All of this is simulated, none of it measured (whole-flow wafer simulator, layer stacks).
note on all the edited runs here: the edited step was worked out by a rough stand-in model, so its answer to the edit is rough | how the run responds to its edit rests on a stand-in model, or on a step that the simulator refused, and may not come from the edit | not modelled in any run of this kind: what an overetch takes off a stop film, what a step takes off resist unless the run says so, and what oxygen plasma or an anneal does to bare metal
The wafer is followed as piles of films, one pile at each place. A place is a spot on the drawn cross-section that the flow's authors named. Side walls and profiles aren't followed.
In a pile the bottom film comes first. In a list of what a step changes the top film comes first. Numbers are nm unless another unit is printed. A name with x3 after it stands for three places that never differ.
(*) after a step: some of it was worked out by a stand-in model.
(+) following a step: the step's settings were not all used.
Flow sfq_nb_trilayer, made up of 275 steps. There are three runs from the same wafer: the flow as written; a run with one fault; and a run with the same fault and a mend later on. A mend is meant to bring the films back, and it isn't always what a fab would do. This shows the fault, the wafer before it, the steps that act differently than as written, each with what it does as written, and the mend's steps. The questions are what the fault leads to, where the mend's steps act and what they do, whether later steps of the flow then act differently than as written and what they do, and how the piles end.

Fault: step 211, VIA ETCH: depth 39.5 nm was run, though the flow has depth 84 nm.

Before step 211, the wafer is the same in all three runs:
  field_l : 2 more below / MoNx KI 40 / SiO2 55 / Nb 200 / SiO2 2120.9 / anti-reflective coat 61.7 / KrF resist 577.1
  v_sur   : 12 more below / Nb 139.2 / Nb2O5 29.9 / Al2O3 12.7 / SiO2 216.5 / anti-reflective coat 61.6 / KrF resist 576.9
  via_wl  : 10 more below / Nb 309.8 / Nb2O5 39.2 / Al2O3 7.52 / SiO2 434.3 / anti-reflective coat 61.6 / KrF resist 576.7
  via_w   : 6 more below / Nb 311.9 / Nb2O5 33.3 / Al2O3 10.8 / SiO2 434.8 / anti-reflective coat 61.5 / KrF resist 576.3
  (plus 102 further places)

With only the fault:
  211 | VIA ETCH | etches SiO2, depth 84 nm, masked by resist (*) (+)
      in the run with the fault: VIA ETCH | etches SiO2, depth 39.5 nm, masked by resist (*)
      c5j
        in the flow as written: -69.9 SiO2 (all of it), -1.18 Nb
        in the run with the fault: -39.5 SiO2
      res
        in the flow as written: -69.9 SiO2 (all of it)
        in the run with the fault: -39.5 SiO2
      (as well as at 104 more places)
  Later steps of the flow acting differently than as written (4 more steps, not shown, differ only slightly: by at most 2% or 0.5 nm, whichever is larger):
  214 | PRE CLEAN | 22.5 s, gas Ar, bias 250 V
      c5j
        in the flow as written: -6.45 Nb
        in the run with the fault: -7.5 SiO2
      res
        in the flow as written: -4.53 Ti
        in the run with the fault: -7.5 SiO2
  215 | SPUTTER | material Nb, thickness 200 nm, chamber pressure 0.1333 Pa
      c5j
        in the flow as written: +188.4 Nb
        in the run with the fault: +196.3 Nb (new film)
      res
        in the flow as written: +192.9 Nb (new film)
        in the run with the fault: +200 Nb (new film)
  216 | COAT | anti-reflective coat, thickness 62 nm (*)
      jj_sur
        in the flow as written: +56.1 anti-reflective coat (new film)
        in the run with the fault: +57.3 anti-reflective coat (new film)
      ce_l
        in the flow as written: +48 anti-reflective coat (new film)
        in the run with the fault: +55.8 anti-reflective coat (new film)
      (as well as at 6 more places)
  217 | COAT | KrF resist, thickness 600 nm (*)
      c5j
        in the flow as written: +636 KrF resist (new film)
        in the run with the fault: +622.9 KrF resist (new film)
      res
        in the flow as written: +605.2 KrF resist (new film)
        in the run with the fault: +590.6 KrF resist (new film)
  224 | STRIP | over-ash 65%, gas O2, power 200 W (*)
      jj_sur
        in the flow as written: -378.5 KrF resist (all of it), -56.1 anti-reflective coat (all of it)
        in the run with the fault: -379.8 KrF resist (all of it), -57.3 anti-reflective coat (all of it)
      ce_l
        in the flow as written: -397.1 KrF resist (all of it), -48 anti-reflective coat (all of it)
        in the run with the fault: -392.4 KrF resist (all of it), -55.8 anti-reflective coat (all of it)
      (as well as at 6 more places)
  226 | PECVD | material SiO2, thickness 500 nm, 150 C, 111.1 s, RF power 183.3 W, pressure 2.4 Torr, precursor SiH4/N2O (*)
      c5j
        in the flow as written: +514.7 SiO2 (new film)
        in the run with the fault: +500 SiO2 (new film)
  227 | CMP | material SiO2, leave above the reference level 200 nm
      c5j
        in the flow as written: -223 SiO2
        in the run with the fault: -246.7 SiO2
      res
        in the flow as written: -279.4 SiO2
        in the run with the fault: -313.9 SiO2
  At c5j, res, the piles at the end differ from the flow's by more than 2% or 0.5 nm, whichever is larger.
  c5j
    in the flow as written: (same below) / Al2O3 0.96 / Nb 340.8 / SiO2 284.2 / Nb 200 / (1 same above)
    in the run with the fault: (same below) / Al2O3 0.96 / Nb 160 / SiO2 22.9 / Nb 196.3 / SiO2 245.8 / Nb 200 / (1 same above)
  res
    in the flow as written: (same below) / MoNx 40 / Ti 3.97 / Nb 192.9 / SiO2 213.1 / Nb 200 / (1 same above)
    in the run with the fault: (same below) / MoNx 40 / Ti 8.5 / SiO2 22.9 / Nb 200 / SiO2 178.6 / Nb 200 / (1 same above)

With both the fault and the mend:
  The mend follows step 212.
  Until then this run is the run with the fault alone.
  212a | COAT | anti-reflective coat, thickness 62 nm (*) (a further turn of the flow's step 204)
      field_r, ln_m5, lsp_m and 64 more
        +62 anti-reflective coat (new film)
      ln_m6, lsp_r, l0_sur, l0v, wl_a_sl, wl_a_m6, wl_a_sr, wl_g_sr
        +61.9 anti-reflective coat (new film)
      field_l, v_sur
        +61.6 anti-reflective coat (new film)
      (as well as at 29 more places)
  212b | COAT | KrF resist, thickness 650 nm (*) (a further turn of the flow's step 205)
      l0v, p4_fl x3, p4_w1 x9 and 35 more
        +650 KrF resist (new film)
      wl_b_m5, wl_b_sr, wl_c_sl and 12 more
        +649.9 KrF resist (new film)
      lsp_r, wl_j_sl, wl_j_sr
        +650.2 KrF resist (new film)
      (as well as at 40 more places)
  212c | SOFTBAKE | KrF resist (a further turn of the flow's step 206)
      alters no film at any place that is followed
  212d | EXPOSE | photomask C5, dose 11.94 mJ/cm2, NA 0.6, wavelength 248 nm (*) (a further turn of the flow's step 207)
      alters no film at any place that is followed
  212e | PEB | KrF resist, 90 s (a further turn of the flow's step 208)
      field_l, sp_r, moat and 79 more
        -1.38 KrF resist
      v_sur, via_wl, via_w, via_wr, via_sp, be_sur, jj_sur
        -1.37 KrF resist
      via_v, wire, res
        -1.36 KrF resist
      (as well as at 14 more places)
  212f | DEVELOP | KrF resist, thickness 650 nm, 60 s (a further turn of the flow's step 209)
      field_l, v_sur, via_wl and 101 more
        -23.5 KrF resist
      c5j
        -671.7 KrF resist (all of it)
      res
        -639.1 KrF resist (all of it)
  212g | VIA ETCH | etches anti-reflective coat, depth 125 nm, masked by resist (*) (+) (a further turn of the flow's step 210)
      field_l, v_sur, via_wl and 101 more
        -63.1 KrF resist
      c5j
        -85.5 anti-reflective coat (all of it), -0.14 SiO2
      res
        -75.7 anti-reflective coat (all of it), -0.19 SiO2
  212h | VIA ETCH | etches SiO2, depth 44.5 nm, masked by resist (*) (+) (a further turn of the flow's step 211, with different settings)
      field_l, v_sur, via_wl and 101 more
        -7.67 KrF resist
      c5j
        -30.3 SiO2 (all of it), -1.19 Nb
      res
        -30.2 SiO2 (all of it)
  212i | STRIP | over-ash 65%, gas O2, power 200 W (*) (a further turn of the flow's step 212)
      p4_fl x3, p4_w1 x9, p4_g1 x2 and 33 more
        -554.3 KrF resist (all of it), -62 anti-reflective coat (all of it)
      wl_b_sl, wl_b_m5, wl_b_sr and 13 more
        -554.2 KrF resist (all of it), -62 anti-reflective coat (all of it)
      l0_sur, l0v
        -554.4 KrF resist (all of it), -61.9 anti-reflective coat (all of it)
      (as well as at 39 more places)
  Later steps of the flow that are run all act as written at every place that is followed, up to a difference of at most 2% or 0.5 nm, whichever is larger.
  At every place that both follow, the piles at the end match the flow's.
